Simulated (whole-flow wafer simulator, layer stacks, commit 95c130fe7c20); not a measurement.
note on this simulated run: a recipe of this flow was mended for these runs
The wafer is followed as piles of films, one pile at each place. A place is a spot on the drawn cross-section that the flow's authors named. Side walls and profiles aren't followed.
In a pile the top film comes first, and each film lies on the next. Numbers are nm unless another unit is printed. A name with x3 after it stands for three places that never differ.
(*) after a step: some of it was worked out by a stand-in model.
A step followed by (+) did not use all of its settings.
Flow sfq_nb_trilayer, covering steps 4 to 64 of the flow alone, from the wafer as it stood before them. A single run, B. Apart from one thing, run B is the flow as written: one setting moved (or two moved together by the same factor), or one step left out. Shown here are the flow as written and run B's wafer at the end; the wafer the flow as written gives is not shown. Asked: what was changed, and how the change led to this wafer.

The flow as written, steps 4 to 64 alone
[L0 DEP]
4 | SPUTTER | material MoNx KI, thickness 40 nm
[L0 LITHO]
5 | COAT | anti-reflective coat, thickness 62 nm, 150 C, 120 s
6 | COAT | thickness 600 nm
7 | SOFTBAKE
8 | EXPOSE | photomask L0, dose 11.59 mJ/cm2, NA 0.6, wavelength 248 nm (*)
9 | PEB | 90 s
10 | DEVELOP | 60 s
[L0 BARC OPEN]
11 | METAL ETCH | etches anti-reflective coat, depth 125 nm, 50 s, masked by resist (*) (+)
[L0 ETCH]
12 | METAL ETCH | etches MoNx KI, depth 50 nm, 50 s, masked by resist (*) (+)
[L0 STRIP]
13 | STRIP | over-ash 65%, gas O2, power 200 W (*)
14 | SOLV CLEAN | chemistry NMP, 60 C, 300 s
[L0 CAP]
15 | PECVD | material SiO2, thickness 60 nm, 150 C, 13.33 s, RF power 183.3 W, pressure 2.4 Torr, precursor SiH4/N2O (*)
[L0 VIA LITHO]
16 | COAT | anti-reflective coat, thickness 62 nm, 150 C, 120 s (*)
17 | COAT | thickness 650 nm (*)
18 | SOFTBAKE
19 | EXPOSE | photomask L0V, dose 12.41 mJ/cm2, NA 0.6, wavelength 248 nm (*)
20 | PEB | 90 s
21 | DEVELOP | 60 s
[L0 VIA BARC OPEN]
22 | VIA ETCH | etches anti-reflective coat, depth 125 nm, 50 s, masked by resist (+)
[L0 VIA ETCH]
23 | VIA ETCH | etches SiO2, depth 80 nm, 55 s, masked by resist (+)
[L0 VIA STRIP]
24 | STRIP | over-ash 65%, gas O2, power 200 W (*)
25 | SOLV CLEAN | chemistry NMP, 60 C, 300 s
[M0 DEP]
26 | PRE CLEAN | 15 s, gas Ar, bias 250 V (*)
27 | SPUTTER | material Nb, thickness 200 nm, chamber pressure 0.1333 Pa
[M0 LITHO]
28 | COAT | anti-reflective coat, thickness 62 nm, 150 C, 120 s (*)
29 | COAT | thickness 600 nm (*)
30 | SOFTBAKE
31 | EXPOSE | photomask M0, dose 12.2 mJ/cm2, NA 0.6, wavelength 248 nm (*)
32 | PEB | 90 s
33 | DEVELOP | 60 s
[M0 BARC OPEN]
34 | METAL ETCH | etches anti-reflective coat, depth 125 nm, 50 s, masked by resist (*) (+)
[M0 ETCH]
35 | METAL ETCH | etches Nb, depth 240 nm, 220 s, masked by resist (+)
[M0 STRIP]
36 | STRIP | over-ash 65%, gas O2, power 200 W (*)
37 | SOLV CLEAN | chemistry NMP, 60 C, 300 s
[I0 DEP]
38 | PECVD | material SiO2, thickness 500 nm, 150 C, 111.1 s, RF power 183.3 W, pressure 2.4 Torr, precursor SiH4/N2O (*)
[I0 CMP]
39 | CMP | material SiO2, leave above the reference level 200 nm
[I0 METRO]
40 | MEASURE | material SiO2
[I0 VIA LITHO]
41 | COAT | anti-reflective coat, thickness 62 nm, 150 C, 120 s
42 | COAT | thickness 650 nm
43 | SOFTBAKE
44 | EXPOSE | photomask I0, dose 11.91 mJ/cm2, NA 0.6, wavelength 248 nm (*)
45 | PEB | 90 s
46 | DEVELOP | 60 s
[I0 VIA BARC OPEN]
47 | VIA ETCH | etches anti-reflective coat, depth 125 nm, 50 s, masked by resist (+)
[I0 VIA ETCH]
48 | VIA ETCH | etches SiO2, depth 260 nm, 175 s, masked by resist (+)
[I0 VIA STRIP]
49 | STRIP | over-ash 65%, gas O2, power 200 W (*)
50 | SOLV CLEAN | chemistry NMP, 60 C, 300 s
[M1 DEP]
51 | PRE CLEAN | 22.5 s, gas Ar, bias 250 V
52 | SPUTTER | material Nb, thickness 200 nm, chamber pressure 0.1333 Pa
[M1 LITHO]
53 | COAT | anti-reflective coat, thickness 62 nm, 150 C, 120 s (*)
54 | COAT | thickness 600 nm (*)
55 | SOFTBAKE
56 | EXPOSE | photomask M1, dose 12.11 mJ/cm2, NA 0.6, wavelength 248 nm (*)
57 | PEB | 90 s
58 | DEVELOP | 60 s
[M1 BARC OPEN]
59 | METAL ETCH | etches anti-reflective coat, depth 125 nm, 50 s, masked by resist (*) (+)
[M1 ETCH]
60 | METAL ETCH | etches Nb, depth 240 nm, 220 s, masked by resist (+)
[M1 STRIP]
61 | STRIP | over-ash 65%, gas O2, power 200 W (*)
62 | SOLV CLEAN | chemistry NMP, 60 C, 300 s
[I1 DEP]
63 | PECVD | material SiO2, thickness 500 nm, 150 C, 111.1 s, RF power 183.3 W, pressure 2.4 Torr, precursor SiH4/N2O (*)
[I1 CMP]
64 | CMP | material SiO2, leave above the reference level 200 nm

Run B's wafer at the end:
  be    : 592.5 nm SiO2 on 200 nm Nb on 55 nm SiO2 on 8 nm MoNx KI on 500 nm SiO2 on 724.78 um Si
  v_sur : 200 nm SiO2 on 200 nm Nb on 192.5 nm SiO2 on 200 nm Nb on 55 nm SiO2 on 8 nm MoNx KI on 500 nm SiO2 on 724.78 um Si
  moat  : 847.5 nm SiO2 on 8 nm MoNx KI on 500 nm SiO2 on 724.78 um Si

The reason: step 4, SPUTTER: thickness 58 nm was run, though the flow has thickness 40 nm.

How this came from the change, step by step:
  4 | SPUTTER | material MoNx KI, thickness 40 nm
      field_l, v_sur, via_wl and 103 more: +58 MoNx KI (new film) (in the flow as written it would be: +40 MoNx KI (new film))
  12 | METAL ETCH | etches MoNx KI, depth 50 nm, 50 s, masked by resist (*) (+)
      v_sur, via_wl, via_w and 97 more: -50 MoNx KI (in the flow as written it would be: -40 MoNx KI (all of it), -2 SiO2)
  15 | PECVD | material SiO2, thickness 60 nm, 150 C, 13.33 s, RF power 183.3 W, pressure 2.4 Torr, precursor SiH4/N2O (*)
      v_sur, via_wl, via_w and 97 more: +60 SiO2 (new film) (in the flow as written it would be: +60 SiO2)
  16 | COAT | anti-reflective coat, thickness 62 nm, 150 C, 120 s (*)
      field_l: +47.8 anti-reflective coat (new film) (in the flow as written it would be: +50 anti-reflective coat (new film))
      v_sur: +81.2 anti-reflective coat (new film) (in the flow as written it would be: +78.1 anti-reflective coat (new film))
      (also at 4 further places)
  24 | STRIP | over-ash 65%, gas O2, power 200 W (*)
      field_l: -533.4 KrF-resist-other-grade (all of it), -47.8 anti-reflective coat (all of it) (in the flow as written it would be: -534.7 KrF-resist-other-grade (all of it), -50 anti-reflective coat (all of it))
      v_sur: -545.1 KrF-resist-other-grade (all of it), -81.2 anti-reflective coat (all of it) (in the flow as written it would be: -544.6 KrF-resist-other-grade (all of it), -78.1 anti-reflective coat (all of it))
      (also at 4 further places)
  28 | COAT | anti-reflective coat, thickness 62 nm, 150 C, 120 s (*)
      field_l: +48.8 anti-reflective coat (new film) (in the flow as written it would be: +50.5 anti-reflective coat (new film))
      v_sur: +81.3 anti-reflective coat (new film) (in the flow as written it would be: +78.2 anti-reflective coat (new film))
      (also at 4 further places)
  36 | STRIP | over-ash 65%, gas O2, power 200 W (*)
      field_l: -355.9 KrF-resist-other-grade (all of it), -48.8 anti-reflective coat (all of it) (in the flow as written it would be: -357.4 KrF-resist-other-grade (all of it), -50.5 anti-reflective coat (all of it))
      v_sur: -368.1 KrF-resist-other-grade (all of it), -81.3 anti-reflective coat (all of it) (in the flow as written it would be: -367.4 KrF-resist-other-grade (all of it), -78.2 anti-reflective coat (all of it))
      (also at 4 further places)
  39 | CMP | material SiO2, leave above the reference level 200 nm
      field_l, l0_sur, l0r_line_l, l0r_line_c, l0r_line_r: -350 SiO2 (in the flow as written it would be: -342 SiO2)
      l0v: -285.4 SiO2 (in the flow as written it would be: -277.4 SiO2)
If metal films that touch count as one body, be has 2 bodies (between them, from the top down: SiO2 55); the flow as written gives 1 body.
If metal films that touch count as one body, v_sur has 3 bodies (between them, from the top down: SiO2 192.5; SiO2 55); the flow as written gives 2 bodies (between them, from the top down: SiO2 192.5).
If metal films that touch count as one body, moat has 1 body; the flow as written gives 0 bodies.
